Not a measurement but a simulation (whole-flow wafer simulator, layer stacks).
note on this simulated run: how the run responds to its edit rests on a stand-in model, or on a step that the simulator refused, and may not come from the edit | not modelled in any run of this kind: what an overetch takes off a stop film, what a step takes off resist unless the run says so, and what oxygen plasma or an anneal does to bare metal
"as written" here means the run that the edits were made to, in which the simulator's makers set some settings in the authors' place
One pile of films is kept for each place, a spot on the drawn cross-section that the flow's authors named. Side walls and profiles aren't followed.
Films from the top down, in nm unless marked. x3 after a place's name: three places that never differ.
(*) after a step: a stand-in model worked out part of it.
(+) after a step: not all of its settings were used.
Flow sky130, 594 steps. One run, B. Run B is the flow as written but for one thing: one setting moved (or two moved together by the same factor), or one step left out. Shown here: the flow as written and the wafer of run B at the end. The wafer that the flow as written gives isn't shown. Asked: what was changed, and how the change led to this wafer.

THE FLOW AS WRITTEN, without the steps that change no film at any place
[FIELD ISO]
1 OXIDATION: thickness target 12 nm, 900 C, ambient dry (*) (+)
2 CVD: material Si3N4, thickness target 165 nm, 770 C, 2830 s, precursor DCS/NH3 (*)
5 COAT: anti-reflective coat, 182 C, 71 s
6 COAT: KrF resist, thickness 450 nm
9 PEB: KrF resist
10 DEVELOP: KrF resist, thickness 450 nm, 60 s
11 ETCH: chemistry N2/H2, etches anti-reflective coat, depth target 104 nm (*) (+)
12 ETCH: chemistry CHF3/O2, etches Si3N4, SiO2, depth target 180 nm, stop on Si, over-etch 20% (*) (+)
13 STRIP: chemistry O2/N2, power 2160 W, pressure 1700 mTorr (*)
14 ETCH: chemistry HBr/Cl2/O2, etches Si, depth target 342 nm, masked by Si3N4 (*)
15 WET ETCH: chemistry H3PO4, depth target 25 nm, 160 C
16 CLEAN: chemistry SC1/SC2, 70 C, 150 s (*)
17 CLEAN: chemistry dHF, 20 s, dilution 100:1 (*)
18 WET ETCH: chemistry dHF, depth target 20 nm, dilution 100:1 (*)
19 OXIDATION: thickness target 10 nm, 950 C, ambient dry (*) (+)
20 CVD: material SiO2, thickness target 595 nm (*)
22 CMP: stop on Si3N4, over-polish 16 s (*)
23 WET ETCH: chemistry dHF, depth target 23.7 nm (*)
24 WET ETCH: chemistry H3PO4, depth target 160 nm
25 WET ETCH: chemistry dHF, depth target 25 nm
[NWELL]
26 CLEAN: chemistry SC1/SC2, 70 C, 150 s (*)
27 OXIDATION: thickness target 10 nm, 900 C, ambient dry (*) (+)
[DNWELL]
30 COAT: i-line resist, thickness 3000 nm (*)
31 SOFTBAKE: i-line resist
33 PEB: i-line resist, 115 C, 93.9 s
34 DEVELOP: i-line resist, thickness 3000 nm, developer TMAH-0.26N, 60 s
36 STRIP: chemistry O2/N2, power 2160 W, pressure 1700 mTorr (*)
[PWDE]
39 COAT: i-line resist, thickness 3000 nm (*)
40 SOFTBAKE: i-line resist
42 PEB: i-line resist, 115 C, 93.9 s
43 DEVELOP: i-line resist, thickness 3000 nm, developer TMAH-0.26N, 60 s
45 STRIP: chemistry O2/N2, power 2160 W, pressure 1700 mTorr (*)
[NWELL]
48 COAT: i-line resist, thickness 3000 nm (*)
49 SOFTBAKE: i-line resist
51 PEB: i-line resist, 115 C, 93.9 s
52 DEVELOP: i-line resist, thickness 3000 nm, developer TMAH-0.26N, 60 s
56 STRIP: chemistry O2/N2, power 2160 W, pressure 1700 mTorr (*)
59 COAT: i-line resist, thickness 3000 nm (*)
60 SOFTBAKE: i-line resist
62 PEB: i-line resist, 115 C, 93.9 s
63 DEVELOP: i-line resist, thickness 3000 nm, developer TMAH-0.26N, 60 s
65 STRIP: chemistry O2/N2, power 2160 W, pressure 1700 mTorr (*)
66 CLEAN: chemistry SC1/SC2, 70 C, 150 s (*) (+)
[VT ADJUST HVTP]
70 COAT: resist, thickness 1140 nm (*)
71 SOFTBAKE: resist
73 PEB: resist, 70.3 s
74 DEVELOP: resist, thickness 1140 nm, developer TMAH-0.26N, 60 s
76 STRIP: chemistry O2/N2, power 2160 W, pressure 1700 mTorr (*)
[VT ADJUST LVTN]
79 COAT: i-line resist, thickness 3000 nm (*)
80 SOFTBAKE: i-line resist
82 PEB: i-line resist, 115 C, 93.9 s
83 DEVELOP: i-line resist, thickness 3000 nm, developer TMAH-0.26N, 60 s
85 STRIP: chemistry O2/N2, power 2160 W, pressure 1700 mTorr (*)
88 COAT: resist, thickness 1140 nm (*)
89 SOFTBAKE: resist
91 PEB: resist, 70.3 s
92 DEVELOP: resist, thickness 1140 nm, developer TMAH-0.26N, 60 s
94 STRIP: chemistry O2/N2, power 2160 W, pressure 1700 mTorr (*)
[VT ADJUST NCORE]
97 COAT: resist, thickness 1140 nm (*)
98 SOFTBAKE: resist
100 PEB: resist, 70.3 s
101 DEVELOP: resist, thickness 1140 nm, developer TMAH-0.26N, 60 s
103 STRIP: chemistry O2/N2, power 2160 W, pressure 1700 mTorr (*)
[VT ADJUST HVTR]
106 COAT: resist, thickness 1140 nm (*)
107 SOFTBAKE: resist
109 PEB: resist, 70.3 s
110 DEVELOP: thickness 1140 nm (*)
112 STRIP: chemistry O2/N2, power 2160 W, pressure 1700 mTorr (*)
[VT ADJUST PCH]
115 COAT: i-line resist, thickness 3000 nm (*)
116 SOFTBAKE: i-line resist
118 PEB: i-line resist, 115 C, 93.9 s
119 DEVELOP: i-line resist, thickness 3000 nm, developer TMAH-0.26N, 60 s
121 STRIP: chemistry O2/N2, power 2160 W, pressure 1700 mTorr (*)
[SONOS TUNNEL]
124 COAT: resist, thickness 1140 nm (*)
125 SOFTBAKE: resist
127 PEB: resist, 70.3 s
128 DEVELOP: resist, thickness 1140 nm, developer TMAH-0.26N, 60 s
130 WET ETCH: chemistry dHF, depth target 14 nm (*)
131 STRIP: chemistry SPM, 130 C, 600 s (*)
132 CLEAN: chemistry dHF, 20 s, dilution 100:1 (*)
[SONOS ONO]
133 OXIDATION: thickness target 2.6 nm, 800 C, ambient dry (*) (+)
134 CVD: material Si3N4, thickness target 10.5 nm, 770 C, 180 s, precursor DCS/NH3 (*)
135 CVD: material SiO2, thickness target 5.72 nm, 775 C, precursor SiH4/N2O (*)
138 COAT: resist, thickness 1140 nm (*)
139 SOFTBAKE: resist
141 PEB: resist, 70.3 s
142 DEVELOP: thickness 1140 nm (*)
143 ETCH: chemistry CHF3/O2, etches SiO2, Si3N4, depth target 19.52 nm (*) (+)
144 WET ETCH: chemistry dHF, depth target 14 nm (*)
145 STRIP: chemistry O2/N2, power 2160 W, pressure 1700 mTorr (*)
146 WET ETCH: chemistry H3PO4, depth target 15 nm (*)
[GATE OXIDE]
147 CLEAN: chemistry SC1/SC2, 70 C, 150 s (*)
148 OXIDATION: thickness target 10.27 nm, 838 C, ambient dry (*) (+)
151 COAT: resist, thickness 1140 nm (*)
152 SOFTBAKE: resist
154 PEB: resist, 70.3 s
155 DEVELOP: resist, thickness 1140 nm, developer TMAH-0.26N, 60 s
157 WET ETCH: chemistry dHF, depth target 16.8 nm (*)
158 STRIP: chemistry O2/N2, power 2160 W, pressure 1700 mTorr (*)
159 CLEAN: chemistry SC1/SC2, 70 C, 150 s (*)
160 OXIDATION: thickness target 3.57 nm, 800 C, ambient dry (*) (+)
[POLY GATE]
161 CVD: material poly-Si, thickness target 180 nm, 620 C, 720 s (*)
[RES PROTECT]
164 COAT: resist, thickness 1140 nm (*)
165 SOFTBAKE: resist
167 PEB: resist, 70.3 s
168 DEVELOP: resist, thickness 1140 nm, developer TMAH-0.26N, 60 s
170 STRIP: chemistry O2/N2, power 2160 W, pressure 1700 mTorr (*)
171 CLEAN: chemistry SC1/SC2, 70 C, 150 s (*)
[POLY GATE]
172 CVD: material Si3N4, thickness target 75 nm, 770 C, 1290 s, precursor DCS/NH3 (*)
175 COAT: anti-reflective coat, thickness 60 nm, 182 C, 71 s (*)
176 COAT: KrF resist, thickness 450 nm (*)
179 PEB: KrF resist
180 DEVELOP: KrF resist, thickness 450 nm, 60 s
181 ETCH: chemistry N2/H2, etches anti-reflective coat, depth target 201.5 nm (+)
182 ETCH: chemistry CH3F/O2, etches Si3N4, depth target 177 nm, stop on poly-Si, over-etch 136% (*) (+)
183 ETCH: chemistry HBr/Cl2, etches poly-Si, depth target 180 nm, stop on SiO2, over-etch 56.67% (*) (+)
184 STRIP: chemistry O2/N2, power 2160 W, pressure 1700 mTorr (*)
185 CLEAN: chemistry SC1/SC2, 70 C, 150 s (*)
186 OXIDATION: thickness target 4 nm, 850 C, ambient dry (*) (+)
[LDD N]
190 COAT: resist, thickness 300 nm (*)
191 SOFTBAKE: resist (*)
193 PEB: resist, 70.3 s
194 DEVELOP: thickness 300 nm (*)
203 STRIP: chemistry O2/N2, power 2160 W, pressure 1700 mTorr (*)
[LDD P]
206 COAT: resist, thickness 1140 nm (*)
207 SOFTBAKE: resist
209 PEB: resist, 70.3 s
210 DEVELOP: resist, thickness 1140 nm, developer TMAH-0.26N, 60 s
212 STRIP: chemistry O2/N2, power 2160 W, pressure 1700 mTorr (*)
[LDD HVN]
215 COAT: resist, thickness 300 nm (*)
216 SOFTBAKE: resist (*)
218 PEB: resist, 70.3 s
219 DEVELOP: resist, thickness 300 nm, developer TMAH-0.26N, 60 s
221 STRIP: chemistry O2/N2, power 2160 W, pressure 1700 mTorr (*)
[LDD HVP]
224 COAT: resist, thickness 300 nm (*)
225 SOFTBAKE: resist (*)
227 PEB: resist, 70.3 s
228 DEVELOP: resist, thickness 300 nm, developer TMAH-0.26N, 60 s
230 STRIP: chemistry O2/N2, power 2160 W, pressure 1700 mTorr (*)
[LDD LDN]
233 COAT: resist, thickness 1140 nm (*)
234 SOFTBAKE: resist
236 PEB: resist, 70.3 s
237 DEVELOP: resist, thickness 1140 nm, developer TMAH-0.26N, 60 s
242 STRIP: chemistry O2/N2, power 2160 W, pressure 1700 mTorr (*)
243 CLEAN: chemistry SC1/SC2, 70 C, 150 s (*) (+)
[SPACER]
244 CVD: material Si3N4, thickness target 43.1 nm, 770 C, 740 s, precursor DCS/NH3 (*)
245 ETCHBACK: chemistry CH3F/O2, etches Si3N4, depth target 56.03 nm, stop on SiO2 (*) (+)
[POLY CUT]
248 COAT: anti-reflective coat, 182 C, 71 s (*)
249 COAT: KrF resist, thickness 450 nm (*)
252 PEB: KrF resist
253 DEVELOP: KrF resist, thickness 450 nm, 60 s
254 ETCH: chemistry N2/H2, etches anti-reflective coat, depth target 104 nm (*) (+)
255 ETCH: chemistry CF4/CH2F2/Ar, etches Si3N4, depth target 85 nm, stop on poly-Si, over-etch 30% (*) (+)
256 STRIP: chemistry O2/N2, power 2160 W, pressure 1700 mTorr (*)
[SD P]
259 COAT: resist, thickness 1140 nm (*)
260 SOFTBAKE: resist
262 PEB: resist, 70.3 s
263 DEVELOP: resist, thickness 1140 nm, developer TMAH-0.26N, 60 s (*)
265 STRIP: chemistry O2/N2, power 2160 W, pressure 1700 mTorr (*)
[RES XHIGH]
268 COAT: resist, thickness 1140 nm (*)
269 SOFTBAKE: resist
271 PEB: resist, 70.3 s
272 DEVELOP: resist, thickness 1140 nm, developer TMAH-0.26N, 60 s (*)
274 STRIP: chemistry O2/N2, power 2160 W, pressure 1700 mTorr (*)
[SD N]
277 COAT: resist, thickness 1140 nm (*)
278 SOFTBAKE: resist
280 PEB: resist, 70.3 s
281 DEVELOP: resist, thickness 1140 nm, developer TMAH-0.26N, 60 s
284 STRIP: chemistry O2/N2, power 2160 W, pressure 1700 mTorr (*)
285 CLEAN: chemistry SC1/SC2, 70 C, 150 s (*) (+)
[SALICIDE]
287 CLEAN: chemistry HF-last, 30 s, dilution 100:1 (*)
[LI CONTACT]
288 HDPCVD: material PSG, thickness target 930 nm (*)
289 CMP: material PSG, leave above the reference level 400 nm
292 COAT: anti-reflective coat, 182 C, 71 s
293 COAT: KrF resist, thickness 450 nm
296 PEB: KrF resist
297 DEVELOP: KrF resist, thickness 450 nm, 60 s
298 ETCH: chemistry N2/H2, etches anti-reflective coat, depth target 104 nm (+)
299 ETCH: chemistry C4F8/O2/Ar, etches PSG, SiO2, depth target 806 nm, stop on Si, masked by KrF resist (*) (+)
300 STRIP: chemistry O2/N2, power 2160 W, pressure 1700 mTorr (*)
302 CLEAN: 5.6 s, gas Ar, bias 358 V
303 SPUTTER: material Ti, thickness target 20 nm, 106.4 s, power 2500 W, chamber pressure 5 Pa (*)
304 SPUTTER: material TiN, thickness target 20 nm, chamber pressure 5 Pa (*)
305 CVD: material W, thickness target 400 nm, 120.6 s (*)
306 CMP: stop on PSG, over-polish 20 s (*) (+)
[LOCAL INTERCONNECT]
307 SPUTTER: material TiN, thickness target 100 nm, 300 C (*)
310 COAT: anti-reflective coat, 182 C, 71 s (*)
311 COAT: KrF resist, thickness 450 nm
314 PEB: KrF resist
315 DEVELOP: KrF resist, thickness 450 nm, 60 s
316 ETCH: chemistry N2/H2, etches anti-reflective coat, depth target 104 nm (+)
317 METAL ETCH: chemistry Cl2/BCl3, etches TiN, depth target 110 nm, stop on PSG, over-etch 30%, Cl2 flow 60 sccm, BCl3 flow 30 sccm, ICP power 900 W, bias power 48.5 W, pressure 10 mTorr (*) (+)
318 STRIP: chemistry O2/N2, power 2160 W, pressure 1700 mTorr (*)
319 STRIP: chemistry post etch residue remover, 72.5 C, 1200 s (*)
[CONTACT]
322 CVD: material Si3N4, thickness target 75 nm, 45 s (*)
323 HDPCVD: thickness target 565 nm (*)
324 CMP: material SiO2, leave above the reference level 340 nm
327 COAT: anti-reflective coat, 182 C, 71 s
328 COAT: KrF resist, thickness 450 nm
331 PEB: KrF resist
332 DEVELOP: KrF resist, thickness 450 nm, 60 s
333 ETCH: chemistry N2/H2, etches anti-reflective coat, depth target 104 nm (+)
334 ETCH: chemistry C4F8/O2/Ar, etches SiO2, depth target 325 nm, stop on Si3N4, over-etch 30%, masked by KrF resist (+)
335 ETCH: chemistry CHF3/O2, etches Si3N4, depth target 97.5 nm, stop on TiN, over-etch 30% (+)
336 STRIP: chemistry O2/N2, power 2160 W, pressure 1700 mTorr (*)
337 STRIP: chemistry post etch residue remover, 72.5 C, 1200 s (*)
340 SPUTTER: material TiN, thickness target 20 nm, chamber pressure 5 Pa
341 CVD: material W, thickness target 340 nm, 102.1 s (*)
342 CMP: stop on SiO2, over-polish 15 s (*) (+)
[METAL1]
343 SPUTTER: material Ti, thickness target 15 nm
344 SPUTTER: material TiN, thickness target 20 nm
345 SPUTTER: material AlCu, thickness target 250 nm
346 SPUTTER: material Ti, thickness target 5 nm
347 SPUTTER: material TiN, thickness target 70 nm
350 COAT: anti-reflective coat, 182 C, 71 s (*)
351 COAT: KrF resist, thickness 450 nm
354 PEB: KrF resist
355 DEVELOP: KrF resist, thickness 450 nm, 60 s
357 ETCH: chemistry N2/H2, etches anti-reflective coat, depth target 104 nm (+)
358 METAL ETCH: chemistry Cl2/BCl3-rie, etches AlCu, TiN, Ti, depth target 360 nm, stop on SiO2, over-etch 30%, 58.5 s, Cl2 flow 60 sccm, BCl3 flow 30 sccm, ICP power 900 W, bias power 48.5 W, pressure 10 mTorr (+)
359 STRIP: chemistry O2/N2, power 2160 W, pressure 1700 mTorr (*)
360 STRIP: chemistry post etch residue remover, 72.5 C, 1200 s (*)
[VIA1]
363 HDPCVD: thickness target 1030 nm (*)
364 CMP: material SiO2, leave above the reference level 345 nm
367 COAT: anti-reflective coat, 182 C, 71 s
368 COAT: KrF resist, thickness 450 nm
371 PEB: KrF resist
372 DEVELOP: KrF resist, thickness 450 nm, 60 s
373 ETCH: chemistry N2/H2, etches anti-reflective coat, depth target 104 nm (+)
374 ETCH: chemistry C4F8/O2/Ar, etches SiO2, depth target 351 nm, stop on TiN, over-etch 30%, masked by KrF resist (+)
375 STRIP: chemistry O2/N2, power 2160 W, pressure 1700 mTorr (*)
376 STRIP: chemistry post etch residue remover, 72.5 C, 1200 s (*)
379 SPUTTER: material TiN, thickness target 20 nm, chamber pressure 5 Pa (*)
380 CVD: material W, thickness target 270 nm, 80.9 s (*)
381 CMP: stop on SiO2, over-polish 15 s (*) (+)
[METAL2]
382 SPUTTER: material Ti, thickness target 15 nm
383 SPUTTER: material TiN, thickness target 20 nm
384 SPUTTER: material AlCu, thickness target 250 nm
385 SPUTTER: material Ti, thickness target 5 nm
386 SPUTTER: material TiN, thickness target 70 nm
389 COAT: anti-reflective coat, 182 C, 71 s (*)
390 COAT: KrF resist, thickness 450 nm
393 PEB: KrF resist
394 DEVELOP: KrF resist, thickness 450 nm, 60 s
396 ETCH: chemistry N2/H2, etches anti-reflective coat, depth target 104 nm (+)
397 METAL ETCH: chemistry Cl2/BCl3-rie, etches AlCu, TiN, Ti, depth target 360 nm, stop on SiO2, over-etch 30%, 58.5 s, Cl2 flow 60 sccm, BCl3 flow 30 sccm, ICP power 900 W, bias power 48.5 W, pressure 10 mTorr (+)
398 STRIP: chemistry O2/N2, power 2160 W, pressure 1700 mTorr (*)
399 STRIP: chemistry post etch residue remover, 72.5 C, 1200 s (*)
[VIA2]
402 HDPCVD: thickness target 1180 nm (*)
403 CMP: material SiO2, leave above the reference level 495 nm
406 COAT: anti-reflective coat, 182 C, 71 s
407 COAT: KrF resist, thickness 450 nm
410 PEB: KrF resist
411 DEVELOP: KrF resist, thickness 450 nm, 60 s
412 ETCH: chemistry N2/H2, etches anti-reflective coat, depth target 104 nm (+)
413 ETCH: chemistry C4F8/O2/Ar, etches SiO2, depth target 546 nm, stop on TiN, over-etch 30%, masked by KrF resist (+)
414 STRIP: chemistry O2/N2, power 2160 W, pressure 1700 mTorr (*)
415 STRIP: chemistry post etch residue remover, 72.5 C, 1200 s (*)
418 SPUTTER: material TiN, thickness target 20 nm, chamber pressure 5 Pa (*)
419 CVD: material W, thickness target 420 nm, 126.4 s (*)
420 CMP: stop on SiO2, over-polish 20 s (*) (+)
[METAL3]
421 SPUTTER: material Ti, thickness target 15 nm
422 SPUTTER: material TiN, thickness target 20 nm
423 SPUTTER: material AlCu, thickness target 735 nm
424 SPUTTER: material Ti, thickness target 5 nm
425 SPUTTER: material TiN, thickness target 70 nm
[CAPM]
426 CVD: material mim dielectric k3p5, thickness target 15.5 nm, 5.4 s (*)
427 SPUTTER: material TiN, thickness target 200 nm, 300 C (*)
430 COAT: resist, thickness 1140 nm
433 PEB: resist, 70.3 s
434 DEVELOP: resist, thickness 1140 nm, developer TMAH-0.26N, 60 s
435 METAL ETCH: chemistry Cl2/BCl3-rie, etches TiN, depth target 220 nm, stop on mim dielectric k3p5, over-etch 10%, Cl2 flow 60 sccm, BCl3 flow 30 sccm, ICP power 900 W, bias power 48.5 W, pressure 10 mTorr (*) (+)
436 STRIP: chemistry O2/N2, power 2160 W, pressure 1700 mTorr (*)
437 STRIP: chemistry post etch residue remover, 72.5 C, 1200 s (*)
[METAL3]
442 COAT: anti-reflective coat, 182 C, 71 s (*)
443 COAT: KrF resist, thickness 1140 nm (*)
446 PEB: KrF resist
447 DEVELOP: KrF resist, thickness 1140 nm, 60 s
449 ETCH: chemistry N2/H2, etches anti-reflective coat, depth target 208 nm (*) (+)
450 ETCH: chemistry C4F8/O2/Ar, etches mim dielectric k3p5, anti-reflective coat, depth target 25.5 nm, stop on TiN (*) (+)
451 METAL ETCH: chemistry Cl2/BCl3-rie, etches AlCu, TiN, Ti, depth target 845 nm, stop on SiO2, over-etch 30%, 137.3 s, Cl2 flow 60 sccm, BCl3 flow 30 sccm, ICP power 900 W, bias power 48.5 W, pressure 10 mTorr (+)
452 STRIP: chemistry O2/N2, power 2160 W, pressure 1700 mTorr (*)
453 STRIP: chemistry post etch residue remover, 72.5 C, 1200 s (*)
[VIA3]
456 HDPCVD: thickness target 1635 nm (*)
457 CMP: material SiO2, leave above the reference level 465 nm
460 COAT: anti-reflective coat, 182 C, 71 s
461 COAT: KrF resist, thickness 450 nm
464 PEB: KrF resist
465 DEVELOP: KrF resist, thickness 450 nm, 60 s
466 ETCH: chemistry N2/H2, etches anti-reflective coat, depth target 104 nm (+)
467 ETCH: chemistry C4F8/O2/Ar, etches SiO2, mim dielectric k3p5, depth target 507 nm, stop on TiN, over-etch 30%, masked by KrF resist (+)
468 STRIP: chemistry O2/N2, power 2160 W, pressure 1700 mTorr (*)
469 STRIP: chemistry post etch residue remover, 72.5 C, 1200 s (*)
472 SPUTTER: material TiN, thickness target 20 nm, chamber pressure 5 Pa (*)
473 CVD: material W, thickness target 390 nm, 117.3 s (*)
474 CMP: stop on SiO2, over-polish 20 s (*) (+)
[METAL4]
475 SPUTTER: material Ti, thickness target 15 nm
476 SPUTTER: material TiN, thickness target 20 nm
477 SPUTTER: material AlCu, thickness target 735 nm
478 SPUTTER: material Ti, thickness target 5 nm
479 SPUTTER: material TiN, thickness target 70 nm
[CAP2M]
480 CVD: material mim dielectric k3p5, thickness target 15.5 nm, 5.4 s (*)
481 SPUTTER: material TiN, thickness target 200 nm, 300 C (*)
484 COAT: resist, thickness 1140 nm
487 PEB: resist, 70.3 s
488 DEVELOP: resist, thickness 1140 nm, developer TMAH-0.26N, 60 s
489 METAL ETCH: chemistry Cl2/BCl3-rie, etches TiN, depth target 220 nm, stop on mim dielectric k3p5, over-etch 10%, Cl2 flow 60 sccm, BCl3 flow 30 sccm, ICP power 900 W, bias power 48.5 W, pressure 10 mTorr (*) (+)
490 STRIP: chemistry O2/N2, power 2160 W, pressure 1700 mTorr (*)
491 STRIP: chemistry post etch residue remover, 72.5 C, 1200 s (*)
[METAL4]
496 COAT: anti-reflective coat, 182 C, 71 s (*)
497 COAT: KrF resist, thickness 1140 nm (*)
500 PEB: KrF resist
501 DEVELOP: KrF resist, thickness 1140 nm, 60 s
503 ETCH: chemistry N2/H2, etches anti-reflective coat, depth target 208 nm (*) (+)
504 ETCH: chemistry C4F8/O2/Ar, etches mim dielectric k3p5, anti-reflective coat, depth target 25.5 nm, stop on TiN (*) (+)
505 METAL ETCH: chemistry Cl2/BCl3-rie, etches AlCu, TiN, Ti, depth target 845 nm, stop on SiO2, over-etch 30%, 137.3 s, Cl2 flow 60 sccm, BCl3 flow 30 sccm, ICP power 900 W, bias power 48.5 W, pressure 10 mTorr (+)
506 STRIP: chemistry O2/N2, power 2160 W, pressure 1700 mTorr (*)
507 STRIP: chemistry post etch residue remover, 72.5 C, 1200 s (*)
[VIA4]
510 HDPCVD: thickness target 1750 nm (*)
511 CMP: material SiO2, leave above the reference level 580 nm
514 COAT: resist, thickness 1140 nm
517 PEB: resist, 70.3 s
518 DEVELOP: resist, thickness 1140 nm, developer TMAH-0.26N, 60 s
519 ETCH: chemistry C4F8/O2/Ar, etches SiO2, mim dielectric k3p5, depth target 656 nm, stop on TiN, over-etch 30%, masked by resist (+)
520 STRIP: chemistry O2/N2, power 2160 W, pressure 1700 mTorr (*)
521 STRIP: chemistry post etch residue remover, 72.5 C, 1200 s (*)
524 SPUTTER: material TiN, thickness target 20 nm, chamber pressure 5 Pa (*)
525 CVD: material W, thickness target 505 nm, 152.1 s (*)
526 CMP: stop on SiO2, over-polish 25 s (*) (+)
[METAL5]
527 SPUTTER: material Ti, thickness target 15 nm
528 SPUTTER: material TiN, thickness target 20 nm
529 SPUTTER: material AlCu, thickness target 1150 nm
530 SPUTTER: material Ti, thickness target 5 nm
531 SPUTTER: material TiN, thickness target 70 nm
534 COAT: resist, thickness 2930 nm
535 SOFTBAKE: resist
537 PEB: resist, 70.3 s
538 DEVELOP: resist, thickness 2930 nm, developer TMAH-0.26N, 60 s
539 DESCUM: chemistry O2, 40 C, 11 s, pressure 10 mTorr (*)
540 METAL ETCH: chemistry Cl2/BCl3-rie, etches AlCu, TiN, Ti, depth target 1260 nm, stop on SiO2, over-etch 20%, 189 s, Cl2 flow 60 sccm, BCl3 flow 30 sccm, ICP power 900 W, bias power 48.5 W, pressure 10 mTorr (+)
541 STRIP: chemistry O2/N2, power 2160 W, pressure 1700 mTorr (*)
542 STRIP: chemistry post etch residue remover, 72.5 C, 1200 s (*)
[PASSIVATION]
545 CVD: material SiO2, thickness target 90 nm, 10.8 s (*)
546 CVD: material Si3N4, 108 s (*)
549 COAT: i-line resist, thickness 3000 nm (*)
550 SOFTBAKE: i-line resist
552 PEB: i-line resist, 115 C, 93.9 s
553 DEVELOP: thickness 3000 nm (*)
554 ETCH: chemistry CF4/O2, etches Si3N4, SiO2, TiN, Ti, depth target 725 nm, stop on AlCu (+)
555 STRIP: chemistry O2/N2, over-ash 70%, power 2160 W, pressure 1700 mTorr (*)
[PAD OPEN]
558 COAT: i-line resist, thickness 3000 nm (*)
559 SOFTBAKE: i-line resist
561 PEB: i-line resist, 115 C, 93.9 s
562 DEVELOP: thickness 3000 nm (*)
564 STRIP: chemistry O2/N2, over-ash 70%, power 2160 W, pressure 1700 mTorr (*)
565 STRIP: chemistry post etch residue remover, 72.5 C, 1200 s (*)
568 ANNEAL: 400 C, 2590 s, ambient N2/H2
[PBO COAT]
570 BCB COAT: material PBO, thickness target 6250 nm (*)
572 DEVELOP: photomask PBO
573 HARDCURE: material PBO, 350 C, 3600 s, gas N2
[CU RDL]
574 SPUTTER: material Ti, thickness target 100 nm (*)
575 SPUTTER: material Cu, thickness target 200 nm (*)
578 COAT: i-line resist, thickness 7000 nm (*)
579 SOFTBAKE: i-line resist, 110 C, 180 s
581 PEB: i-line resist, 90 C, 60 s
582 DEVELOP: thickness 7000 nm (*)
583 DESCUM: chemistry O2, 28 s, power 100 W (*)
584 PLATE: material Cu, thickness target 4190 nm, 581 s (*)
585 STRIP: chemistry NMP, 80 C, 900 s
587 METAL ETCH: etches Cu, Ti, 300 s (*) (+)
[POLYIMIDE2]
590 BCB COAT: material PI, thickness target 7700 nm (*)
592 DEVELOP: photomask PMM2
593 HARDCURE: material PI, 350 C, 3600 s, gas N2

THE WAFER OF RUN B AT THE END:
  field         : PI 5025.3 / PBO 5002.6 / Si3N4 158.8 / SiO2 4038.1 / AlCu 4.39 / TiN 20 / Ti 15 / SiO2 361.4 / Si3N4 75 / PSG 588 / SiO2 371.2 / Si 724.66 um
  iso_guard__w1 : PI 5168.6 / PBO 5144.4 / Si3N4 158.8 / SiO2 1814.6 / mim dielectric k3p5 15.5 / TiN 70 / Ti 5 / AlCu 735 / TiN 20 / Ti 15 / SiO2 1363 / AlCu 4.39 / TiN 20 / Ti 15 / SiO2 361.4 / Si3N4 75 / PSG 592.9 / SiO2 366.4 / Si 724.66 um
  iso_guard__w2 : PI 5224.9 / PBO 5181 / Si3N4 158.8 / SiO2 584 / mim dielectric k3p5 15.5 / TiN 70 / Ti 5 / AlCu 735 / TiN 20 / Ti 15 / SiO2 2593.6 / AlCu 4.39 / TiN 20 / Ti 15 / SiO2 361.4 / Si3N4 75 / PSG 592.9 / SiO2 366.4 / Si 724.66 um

The cause: step 358, METAL ETCH: depth target 241.2 nm was run, where the flow has depth target 360 nm; step 358, METAL ETCH: 39.2 s was run, where the flow has 58.5 s.

How the change led to this, step by step:
  358 METAL ETCH: chemistry Cl2/BCl3-rie, etches AlCu, TiN, Ti, depth target 360 nm, stop on SiO2, over-etch 30%, 58.5 s, Cl2 flow 60 sccm, BCl3 flow 30 sccm, ICP power 900 W, bias power 48.5 W, pressure 10 mTorr (+)
      field, active, gate and 81 more: TiN -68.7 (all of it), Ti -5 (all of it), AlCu -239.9 (as written it would be: TiN -68.7 (all of it), Ti -5 (all of it), AlCu -250 (all of it), TiN -20 (all of it), Ti -15 (all of it), SiO2 -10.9)
      n_well, p_well, gate_hv and 104 more: KrF resist -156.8 (as written it would be: KrF resist -234)
  359 STRIP: chemistry O2/N2, power 2160 W, pressure 1700 mTorr (*)
      n_well, p_well, gate_hv and 95 more: KrF resist -221 (all of it), anti-reflective coat -80 (all of it) (as written it would be: KrF resist -143.8 (all of it), anti-reflective coat -80 (all of it))
      drift_dnw, nw_fld, nw_fld__w1, ndiff_licon_rim, pnp_par_nw: KrF resist -221.1 (all of it), anti-reflective coat -80 (all of it) (as written it would be: KrF resist -143.8 (all of it), anti-reflective coat -80 (all of it))
      (and at 4 more places)
  360 STRIP: chemistry post etch residue remover, 72.5 C, 1200 s (*)
      field, active, gate and 81 more: AlCu -5.72 (as written it would be: nothing)
  363 HDPCVD: thickness target 1030 nm (*)
      field, active, gate and 81 more: SiO2 +1030 (new film) (as written it would be: SiO2 +1030)
  364 CMP: material SiO2, leave above the reference level 345 nm
      field, active, gate and 81 more: SiO2 -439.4 (as written it would be: SiO2 -389.1)
Counting metal films that touch as one body, field has 1 body; the flow as written gives 0 bodies.
Counting metal films that touch as one body, iso_guard__w1 has 2 bodies (between them, from the top down: SiO2 1363); the flow as written gives 1 body.
Counting metal films that touch as one body, iso_guard__w2 has 2 bodies (between them, from the top down: SiO2 2593.6); the flow as written gives 1 body.
